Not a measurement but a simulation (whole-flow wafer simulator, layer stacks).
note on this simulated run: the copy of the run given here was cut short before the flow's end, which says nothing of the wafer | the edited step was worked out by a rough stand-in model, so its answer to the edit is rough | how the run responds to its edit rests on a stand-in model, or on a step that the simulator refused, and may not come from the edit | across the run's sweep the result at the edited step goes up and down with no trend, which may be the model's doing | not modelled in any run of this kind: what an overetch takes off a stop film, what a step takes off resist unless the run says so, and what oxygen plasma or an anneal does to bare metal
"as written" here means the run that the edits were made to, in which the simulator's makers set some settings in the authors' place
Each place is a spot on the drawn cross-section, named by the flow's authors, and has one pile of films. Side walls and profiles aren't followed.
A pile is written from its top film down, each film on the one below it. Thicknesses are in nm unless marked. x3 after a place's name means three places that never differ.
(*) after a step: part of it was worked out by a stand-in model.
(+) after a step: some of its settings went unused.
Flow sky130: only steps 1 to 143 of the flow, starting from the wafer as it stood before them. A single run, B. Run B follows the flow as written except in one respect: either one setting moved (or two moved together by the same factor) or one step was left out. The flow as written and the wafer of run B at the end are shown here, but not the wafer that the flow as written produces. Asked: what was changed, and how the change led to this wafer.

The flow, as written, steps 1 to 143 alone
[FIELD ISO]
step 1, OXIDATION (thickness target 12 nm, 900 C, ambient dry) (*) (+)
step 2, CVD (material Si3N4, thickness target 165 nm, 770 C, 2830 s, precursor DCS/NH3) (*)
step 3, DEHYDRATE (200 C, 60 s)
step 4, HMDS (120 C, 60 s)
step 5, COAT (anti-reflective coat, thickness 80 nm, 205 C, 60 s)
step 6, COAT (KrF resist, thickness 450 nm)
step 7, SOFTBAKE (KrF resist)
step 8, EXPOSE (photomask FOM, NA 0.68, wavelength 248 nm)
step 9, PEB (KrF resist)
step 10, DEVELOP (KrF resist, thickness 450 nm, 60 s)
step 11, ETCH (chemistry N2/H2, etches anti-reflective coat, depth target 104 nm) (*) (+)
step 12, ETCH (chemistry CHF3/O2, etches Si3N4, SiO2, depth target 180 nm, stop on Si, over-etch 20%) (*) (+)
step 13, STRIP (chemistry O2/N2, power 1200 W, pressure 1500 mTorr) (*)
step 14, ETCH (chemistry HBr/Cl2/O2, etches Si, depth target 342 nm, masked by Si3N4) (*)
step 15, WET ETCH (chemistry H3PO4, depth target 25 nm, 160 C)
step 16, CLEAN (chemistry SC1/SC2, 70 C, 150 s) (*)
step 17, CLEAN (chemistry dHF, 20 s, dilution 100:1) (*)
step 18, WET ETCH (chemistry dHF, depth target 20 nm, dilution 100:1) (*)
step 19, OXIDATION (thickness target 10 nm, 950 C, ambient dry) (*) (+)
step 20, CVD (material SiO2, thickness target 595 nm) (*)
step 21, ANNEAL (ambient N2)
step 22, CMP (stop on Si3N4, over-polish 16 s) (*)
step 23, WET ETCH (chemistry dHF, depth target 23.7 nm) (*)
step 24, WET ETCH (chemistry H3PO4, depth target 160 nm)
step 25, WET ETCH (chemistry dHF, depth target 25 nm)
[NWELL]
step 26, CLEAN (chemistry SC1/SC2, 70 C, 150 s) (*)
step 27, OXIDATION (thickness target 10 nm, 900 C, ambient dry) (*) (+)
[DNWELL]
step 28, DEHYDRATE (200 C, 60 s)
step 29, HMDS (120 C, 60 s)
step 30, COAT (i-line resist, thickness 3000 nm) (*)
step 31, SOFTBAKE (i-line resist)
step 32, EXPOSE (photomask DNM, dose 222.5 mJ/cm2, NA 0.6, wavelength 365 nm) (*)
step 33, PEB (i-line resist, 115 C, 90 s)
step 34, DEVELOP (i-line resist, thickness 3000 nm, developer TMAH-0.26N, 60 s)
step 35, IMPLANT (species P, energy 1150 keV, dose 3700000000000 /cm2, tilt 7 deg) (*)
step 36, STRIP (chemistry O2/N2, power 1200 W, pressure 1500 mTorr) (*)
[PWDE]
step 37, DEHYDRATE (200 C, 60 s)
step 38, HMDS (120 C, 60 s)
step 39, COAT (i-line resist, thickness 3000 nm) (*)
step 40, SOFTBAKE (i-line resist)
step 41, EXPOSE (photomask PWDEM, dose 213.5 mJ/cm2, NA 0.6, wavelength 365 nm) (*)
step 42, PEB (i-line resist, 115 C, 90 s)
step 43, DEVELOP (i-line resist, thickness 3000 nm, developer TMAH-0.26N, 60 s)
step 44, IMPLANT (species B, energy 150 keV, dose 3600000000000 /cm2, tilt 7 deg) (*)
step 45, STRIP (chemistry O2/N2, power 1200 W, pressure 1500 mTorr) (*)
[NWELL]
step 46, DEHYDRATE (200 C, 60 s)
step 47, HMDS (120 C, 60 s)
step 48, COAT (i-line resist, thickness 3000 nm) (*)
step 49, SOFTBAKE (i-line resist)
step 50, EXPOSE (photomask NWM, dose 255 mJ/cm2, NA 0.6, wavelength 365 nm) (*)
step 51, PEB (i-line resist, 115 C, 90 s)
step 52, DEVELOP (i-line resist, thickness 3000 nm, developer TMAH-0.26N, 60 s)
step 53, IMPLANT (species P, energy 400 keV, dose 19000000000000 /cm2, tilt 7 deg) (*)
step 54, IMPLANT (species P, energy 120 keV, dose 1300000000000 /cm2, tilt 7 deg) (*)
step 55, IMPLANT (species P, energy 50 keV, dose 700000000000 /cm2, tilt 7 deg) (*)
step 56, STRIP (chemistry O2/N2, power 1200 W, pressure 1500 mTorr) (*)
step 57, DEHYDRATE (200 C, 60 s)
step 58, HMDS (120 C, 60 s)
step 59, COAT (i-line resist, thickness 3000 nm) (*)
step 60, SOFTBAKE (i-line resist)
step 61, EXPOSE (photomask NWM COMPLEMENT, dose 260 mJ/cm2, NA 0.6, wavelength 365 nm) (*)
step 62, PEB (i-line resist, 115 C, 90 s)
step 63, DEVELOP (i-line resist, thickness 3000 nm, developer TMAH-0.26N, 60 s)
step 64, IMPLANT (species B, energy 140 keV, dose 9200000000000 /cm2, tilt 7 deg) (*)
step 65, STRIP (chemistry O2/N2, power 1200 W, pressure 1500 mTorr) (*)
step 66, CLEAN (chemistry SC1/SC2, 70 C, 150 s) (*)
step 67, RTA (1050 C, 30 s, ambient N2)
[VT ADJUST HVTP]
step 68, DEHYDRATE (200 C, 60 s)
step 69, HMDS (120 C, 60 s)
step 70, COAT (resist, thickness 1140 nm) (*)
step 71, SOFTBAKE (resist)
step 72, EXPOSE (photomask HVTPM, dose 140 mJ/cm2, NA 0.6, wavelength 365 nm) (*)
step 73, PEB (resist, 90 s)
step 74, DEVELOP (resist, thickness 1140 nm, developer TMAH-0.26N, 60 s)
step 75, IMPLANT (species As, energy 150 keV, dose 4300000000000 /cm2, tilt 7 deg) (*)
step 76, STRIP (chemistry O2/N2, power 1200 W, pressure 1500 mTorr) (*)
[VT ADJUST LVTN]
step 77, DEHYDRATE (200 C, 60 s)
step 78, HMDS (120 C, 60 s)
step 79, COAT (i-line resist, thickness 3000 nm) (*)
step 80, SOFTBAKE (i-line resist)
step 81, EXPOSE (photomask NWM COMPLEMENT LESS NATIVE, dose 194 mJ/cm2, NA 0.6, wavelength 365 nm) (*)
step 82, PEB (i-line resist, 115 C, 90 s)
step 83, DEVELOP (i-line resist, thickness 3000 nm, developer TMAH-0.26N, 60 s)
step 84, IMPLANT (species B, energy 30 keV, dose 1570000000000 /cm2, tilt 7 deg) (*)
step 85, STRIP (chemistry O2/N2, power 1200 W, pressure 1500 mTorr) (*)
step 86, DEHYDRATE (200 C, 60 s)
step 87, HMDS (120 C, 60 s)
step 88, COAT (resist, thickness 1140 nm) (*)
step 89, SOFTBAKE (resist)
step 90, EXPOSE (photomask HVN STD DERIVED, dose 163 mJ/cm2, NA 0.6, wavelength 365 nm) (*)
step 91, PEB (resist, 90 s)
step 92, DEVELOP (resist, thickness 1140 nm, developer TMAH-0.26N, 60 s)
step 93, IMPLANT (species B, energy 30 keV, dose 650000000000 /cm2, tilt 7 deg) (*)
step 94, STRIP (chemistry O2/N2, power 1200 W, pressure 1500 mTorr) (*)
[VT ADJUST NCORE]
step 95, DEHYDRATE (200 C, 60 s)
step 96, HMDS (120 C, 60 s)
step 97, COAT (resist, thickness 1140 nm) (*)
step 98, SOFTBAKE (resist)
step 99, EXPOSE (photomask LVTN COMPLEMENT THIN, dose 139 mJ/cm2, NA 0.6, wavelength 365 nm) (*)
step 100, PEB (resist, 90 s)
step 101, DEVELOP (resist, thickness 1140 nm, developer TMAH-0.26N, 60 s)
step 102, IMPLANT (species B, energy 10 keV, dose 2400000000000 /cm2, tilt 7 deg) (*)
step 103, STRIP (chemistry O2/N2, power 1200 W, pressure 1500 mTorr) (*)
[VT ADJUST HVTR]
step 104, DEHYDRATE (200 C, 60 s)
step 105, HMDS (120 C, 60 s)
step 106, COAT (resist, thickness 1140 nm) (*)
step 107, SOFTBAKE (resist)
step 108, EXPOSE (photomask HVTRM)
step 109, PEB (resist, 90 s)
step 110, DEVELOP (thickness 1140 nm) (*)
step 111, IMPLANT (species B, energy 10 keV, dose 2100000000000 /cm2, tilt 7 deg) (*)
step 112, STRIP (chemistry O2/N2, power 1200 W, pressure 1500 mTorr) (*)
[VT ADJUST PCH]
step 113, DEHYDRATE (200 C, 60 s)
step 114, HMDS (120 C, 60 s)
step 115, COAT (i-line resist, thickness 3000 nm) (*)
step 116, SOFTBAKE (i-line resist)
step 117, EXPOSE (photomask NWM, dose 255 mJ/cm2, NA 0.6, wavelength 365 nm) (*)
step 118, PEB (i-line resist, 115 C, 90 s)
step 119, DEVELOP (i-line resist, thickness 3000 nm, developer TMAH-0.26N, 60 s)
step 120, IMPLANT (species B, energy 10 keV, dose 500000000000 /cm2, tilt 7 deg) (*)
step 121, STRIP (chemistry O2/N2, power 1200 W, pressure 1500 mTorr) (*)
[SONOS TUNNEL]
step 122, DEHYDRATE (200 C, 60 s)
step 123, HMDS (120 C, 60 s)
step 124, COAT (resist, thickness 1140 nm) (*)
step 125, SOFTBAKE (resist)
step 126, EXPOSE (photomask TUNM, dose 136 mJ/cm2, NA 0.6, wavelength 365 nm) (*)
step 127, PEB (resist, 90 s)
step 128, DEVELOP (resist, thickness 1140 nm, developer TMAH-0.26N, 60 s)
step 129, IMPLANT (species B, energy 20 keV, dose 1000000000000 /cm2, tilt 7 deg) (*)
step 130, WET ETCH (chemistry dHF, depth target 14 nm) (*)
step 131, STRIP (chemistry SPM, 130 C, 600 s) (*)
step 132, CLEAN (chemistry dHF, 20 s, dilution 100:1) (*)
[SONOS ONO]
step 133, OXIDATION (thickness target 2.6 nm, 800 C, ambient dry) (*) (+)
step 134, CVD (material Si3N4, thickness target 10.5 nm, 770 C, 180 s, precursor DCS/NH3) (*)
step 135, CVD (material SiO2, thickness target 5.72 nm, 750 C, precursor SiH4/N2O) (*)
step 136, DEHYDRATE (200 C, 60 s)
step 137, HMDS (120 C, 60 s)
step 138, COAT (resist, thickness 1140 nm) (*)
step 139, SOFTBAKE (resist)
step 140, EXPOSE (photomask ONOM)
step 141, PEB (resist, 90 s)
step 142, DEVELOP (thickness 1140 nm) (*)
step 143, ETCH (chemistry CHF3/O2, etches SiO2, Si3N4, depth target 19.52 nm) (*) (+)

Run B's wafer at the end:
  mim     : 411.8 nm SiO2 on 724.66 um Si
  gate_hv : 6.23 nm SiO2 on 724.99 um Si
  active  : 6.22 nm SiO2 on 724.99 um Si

What caused this: step 133, OXIDATION: thickness target 2.79 nm was run, whereas the flow has thickness target 2.6 nm.

Step by step, how the change led to this:
  step 133, OXIDATION (thickness target 2.6 nm, 800 C, ambient dry) (*) (+)
      active, p_well x5, gate and 67 more: SiO2 gains 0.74, Si loses 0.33 (it would be, as written: SiO2 gains 1.76, Si loses 0.77)
      nwell_res, pplus_nw, gate_p and 22 more: SiO2 gains 0.75, Si loses 0.33 (it would be, as written: SiO2 gains 1.77, Si loses 0.78)
